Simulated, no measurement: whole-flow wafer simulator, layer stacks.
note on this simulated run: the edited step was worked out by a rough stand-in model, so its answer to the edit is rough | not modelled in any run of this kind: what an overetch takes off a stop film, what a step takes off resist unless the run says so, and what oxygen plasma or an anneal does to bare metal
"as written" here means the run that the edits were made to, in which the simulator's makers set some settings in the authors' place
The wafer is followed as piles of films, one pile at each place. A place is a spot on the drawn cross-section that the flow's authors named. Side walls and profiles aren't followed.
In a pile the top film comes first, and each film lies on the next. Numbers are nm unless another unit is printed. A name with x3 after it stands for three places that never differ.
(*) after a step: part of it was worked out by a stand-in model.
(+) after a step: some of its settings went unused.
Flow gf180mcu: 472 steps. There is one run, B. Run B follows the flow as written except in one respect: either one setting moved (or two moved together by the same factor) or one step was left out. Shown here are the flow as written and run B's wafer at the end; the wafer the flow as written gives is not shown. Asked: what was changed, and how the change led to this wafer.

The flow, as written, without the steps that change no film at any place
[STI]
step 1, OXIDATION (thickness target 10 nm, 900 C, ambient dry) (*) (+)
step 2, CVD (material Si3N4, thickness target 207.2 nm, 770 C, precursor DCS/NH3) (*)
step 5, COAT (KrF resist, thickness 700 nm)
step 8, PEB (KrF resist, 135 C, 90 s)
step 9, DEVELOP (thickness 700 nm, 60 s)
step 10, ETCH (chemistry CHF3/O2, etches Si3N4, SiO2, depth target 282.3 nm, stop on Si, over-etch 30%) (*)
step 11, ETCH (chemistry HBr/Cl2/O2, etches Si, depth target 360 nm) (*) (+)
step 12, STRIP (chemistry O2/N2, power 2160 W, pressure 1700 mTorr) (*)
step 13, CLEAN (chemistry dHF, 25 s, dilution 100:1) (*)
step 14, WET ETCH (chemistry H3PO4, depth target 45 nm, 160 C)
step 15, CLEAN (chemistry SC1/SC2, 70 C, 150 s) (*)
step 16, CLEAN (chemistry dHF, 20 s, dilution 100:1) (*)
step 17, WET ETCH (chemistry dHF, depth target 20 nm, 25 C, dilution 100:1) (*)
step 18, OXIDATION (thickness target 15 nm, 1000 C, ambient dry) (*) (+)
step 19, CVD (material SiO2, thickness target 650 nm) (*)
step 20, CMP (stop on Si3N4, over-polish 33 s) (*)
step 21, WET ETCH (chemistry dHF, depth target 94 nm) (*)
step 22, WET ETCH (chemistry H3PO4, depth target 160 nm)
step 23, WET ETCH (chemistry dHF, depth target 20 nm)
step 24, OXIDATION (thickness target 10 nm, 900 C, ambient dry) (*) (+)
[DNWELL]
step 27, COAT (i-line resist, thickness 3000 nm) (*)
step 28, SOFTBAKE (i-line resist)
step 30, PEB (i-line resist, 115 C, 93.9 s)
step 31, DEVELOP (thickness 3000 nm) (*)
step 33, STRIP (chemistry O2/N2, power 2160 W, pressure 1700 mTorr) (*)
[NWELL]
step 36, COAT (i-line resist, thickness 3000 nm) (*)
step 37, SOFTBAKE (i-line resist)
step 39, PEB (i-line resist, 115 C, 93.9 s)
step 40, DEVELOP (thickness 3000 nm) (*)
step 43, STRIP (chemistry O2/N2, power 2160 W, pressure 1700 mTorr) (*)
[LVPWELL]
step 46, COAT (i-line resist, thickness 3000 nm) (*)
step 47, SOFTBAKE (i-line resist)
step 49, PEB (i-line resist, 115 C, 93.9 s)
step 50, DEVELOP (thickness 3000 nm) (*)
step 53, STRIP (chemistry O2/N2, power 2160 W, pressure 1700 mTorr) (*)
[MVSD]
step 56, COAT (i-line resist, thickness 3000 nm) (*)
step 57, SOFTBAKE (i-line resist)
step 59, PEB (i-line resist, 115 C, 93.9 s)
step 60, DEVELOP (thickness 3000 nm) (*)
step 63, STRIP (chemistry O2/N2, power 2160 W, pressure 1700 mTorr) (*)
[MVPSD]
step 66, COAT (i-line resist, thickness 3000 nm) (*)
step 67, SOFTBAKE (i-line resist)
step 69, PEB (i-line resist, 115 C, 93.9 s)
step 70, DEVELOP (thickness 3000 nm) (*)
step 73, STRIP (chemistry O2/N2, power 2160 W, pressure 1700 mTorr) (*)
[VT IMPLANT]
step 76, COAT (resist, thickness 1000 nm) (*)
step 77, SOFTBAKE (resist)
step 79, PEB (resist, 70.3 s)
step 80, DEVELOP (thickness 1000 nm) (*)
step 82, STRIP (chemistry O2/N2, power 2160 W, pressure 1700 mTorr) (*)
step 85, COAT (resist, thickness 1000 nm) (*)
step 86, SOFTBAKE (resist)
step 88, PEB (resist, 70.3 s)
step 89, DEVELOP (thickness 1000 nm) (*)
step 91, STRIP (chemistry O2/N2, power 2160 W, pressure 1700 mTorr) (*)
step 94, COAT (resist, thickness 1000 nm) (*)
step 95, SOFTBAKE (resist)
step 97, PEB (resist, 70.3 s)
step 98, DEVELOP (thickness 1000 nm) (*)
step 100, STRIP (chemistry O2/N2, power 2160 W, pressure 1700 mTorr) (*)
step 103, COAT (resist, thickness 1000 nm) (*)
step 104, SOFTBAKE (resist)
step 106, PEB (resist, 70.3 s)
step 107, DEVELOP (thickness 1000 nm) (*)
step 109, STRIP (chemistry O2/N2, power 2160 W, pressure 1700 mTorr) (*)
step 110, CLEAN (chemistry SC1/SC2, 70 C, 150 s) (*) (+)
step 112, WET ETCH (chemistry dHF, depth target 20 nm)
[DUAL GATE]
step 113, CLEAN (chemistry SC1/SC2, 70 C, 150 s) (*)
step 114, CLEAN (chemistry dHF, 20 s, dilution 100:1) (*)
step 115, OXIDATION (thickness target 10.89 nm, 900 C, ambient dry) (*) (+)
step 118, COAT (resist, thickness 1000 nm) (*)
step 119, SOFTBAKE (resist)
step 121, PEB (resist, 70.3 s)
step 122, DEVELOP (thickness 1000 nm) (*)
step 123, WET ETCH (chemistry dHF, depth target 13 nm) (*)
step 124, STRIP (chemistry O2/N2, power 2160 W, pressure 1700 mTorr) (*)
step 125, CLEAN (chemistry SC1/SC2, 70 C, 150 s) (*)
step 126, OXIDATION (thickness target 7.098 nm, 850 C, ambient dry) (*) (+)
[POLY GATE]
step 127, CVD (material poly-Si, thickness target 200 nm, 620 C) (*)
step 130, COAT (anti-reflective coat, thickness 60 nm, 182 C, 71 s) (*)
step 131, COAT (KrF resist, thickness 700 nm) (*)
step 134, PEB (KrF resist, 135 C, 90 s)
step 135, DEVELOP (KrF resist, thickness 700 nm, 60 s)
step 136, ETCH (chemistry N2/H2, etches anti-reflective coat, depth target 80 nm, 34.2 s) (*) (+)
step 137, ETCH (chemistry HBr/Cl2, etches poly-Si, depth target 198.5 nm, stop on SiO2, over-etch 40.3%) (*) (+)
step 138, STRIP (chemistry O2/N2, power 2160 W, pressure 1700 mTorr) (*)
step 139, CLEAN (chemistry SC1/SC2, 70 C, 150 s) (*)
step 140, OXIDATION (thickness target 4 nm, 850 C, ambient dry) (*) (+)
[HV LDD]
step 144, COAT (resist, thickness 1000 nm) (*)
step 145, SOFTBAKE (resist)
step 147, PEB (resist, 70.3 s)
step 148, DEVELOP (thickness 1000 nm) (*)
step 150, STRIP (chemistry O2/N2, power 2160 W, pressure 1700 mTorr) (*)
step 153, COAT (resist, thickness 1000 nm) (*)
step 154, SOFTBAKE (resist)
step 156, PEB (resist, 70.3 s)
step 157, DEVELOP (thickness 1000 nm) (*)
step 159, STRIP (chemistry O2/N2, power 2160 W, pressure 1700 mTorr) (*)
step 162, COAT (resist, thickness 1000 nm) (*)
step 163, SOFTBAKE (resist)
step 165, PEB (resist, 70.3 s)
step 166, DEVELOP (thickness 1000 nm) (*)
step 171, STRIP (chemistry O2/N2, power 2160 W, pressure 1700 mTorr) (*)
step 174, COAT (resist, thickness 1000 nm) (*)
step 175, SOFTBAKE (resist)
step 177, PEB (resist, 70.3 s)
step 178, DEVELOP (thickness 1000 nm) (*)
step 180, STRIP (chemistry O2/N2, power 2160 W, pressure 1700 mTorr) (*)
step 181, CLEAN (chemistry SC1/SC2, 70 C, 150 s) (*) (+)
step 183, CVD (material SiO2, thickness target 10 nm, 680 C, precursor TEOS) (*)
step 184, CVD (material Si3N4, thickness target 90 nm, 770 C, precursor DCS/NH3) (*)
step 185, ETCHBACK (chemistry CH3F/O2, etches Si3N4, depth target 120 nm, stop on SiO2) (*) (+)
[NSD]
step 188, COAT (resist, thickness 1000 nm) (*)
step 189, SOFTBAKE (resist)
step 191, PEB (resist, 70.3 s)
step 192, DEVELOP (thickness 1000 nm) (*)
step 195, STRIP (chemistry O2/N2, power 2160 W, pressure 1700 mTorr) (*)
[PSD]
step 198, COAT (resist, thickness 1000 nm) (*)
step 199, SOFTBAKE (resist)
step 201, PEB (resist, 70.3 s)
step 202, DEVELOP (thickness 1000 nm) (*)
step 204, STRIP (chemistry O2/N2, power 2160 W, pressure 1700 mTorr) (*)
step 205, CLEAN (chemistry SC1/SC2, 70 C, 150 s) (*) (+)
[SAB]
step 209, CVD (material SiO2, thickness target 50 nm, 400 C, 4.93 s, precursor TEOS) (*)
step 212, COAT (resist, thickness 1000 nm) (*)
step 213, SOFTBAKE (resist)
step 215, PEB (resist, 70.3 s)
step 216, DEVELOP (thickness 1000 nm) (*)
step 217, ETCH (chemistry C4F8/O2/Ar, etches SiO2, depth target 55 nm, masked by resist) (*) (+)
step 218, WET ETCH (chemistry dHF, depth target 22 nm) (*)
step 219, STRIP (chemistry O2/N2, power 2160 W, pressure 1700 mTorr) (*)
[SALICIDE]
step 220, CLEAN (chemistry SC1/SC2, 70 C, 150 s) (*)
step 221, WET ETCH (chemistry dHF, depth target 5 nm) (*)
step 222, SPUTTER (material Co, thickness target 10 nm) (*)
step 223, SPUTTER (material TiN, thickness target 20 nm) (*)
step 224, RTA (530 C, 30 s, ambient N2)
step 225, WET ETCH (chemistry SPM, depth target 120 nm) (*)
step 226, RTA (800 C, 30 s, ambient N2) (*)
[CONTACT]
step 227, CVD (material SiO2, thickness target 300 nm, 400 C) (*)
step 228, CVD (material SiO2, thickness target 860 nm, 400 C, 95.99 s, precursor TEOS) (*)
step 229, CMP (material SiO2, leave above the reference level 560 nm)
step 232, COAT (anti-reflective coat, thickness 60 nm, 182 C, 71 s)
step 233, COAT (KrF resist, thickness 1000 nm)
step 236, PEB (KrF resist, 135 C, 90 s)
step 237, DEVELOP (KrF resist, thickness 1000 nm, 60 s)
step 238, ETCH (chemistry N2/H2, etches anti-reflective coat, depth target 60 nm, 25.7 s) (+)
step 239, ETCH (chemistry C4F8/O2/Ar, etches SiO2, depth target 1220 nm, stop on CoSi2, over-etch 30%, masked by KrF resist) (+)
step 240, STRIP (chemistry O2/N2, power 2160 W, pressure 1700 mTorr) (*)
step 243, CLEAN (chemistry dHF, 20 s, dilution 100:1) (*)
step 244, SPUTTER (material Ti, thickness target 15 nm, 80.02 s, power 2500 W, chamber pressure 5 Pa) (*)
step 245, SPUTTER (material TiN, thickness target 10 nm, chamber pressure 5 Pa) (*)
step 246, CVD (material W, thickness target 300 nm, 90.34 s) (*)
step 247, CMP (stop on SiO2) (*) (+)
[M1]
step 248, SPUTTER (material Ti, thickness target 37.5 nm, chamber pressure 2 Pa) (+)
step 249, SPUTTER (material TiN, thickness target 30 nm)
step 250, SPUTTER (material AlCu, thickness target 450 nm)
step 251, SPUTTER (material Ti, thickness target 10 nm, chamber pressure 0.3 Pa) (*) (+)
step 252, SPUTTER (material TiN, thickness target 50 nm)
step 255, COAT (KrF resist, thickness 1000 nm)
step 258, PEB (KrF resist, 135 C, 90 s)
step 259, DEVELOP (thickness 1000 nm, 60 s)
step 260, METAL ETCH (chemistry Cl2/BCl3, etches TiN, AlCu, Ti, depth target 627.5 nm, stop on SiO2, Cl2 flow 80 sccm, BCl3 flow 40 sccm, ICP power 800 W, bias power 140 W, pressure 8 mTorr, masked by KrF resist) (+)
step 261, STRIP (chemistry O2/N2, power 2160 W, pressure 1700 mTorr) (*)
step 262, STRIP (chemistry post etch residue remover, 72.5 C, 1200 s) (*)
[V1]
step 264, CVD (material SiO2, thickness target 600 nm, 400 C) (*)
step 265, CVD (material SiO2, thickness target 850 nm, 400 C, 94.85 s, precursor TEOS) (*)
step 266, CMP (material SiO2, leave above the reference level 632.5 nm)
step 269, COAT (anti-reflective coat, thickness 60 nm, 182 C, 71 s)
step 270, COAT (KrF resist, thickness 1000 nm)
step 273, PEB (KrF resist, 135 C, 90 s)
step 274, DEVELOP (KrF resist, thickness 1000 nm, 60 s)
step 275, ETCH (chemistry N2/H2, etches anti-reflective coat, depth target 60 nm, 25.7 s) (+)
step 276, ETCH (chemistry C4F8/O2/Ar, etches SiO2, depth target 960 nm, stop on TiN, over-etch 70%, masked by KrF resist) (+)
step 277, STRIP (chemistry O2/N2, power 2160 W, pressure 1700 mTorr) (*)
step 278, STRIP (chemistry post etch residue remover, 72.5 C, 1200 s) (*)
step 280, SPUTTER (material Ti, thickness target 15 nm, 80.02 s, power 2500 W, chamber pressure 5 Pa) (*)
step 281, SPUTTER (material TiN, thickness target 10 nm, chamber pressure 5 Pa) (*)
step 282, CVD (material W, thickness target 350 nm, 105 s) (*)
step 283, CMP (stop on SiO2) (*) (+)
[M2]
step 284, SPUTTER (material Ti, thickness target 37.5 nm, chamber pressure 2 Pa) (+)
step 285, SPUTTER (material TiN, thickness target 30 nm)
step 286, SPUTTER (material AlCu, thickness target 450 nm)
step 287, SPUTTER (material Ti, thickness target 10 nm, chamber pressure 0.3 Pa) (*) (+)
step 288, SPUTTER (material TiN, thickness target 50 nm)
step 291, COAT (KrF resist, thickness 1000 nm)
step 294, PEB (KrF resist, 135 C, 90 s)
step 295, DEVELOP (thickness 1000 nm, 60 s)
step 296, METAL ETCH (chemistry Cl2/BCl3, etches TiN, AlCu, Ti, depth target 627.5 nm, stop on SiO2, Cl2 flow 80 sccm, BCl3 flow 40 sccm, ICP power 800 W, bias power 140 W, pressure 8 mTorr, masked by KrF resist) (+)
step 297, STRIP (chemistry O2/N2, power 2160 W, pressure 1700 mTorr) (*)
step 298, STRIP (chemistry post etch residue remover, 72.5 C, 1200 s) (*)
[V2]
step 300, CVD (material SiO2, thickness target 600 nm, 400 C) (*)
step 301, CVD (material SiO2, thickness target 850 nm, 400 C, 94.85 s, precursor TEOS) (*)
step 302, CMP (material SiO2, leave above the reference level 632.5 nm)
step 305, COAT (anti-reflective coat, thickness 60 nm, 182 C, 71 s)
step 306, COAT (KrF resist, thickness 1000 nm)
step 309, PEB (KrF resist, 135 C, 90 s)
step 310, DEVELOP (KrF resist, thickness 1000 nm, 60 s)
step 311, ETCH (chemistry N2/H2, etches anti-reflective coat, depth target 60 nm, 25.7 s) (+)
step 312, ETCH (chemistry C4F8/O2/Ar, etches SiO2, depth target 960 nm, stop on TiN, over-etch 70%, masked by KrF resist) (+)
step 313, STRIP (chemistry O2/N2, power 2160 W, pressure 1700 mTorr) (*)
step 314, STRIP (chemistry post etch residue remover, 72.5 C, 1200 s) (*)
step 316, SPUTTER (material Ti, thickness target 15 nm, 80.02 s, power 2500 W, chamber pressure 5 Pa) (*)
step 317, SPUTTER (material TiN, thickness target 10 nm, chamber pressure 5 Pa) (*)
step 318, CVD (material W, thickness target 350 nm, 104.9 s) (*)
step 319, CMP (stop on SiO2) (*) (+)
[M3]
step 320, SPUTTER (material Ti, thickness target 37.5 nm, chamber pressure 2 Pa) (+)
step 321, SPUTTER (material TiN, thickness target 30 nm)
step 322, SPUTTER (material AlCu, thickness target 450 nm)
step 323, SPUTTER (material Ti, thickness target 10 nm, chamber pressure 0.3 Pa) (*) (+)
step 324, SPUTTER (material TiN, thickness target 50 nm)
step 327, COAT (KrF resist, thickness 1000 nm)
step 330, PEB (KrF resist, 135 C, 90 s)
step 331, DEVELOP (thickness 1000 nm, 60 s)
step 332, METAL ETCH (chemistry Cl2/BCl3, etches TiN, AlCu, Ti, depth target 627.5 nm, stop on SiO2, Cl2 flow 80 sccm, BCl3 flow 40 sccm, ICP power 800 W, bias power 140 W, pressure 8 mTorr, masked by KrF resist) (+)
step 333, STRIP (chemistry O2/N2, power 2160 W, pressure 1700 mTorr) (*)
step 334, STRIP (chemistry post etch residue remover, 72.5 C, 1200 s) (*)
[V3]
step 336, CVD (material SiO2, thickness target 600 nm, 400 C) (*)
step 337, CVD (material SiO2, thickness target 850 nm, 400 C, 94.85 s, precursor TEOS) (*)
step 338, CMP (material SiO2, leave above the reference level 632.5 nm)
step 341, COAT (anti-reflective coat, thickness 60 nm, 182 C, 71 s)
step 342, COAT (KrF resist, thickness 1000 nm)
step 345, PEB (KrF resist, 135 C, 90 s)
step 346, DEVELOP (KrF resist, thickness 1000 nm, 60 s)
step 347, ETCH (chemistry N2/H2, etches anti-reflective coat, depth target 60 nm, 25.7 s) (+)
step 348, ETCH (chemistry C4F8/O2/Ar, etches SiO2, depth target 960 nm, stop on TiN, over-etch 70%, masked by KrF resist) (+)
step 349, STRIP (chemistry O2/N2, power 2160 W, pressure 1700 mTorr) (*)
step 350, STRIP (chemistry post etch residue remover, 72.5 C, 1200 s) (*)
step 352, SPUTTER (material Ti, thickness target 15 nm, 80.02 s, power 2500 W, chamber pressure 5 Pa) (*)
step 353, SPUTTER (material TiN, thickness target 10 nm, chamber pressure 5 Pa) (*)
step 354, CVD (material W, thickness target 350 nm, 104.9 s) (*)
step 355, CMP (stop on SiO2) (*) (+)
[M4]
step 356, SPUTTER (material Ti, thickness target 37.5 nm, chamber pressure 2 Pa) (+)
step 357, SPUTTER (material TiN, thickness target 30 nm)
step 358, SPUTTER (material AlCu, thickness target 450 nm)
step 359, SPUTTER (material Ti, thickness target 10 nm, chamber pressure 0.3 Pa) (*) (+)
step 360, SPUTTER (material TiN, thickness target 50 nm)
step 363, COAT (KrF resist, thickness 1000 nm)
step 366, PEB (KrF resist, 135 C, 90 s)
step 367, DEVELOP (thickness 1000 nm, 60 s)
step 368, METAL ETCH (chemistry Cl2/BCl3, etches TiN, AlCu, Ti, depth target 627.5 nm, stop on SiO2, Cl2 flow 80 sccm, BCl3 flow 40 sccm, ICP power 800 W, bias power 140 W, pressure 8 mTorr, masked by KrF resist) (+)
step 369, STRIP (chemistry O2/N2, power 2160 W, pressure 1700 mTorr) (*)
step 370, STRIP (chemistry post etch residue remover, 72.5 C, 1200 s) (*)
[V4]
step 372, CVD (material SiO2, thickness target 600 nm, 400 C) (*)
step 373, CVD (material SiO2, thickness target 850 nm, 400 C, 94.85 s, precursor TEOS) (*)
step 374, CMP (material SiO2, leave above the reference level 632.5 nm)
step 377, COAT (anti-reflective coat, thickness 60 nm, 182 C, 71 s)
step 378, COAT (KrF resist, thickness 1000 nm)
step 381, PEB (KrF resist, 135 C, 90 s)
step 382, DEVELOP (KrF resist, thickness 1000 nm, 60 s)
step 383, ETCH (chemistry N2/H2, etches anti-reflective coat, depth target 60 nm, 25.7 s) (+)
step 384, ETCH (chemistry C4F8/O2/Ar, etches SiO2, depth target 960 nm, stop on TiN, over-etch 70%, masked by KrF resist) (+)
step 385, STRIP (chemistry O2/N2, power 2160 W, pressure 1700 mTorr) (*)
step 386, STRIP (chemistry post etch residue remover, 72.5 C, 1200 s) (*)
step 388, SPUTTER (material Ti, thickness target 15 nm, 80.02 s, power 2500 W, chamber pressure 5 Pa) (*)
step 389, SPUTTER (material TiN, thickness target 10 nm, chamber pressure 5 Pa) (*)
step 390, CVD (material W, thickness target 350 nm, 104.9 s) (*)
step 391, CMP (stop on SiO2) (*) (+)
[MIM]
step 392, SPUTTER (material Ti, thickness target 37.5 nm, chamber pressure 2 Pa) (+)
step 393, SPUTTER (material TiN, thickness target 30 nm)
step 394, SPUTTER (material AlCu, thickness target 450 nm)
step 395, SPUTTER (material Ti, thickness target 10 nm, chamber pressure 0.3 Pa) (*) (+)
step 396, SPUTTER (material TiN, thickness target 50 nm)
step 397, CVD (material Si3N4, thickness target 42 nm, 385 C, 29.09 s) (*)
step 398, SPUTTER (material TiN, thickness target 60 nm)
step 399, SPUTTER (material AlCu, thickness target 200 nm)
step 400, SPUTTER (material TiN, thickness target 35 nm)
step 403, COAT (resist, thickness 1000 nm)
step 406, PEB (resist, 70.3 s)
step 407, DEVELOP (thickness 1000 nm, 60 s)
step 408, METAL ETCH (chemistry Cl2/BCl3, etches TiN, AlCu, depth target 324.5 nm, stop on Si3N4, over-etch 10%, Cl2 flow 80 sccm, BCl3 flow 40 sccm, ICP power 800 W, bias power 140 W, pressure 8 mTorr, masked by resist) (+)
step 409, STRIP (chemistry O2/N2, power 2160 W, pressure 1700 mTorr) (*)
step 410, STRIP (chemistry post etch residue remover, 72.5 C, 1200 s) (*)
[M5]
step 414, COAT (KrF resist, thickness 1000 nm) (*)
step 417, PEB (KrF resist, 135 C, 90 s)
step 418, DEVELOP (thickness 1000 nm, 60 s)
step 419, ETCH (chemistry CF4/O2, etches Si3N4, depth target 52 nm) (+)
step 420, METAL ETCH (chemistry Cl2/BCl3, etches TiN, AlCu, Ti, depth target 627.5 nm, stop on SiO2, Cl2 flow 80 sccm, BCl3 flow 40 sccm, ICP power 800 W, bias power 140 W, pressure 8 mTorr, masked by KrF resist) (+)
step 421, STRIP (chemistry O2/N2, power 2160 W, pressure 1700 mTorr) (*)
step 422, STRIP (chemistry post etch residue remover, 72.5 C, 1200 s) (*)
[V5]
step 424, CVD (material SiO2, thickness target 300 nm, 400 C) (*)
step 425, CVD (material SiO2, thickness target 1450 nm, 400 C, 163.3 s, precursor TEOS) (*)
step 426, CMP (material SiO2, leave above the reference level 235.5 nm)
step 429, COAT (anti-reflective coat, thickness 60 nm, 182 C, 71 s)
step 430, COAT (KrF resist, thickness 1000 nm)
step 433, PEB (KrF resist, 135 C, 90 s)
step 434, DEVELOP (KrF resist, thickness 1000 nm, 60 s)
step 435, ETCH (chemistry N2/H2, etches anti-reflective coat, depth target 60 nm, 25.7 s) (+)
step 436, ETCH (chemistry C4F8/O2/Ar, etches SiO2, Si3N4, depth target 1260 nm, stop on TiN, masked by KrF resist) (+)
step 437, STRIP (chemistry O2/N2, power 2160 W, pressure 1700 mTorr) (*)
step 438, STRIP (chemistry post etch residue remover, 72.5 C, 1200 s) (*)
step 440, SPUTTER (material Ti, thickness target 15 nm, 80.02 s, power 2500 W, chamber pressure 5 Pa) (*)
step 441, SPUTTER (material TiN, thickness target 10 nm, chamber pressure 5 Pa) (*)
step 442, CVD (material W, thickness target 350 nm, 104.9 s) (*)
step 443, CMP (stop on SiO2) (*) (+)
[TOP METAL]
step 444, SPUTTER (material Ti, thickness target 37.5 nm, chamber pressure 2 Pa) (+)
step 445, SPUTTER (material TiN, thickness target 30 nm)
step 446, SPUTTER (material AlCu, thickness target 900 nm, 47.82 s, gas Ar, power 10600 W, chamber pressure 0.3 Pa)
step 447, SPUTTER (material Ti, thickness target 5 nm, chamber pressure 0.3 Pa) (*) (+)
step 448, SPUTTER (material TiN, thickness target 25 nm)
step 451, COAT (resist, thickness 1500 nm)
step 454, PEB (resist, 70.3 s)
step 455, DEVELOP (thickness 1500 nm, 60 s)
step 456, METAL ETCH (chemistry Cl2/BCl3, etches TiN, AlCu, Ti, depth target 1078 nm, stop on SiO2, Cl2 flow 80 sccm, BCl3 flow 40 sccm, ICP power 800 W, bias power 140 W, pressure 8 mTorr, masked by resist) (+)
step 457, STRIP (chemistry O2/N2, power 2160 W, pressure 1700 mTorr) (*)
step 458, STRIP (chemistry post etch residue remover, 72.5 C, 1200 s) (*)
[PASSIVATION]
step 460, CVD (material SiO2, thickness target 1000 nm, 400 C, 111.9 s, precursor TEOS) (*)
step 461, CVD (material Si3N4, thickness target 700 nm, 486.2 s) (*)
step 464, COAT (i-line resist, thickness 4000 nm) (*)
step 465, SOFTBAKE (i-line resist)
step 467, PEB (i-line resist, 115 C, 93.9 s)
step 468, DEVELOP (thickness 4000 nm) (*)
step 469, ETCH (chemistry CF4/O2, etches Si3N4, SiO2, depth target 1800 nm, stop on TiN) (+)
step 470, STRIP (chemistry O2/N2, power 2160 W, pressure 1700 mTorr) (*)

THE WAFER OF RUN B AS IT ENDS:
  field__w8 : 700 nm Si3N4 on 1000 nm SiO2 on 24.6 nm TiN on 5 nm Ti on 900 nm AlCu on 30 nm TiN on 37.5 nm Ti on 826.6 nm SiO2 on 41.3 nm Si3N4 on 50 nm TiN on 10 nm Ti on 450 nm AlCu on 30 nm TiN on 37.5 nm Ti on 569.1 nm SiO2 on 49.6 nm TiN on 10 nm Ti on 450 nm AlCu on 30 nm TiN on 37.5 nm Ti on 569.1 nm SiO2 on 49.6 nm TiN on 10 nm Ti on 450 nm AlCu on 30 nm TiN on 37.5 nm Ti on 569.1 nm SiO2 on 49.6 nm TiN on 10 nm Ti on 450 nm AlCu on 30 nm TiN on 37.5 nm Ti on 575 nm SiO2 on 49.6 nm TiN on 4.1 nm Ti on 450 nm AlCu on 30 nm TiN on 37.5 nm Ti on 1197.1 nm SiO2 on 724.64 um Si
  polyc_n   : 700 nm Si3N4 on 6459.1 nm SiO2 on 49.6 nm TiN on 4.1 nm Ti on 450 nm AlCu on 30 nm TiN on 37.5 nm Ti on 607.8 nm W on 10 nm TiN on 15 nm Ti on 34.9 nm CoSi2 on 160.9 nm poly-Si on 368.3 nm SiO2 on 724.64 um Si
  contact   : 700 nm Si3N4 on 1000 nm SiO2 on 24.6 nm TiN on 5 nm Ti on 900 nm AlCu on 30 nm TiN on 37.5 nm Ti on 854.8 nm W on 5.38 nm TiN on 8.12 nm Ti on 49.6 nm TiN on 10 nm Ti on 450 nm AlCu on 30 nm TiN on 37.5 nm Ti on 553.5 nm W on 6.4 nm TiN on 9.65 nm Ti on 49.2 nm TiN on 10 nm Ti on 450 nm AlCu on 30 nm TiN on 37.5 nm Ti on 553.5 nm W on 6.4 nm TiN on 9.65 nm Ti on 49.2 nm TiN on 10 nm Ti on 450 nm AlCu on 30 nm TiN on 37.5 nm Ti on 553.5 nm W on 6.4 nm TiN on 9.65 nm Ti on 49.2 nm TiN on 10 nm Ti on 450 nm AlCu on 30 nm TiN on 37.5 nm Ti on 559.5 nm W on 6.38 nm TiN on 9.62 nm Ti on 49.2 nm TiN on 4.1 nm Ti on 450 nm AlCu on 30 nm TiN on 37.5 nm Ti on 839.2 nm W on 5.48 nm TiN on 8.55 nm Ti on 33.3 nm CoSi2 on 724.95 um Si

The reason: step 251, SPUTTER: thickness target 4.1 nm was run, while the flow as written has thickness target 10 nm.
The wafer itself shows it: field__w8 has Ti 4.1, and step 251 as written asks for 10 nm.

The path from the change to this, step by step:
  step 251, SPUTTER (material Ti, thickness target 10 nm, chamber pressure 0.3 Pa) (*) (+)
      field, field__w1, field__w2 and 108 more: +4.1 Ti (new film) (it would be, as written: +10 Ti (new film))
  step 260, METAL ETCH (chemistry Cl2/BCl3, etches TiN, AlCu, Ti, depth target 627.5 nm, stop on SiO2, Cl2 flow 80 sccm, BCl3 flow 40 sccm, ICP power 800 W, bias power 140 W, pressure 8 mTorr, masked by KrF resist) (+)
      field, field__w1, field__w2 and 99 more: -50 TiN (all of it), -4.1 Ti (all of it), -450 AlCu (all of it), -30 TiN (all of it), -37.5 Ti (all of it) (it would be, as written: -50 TiN (all of it), -10 Ti (all of it), -450 AlCu (all of it), -30 TiN (all of it), -37.5 Ti (all of it))
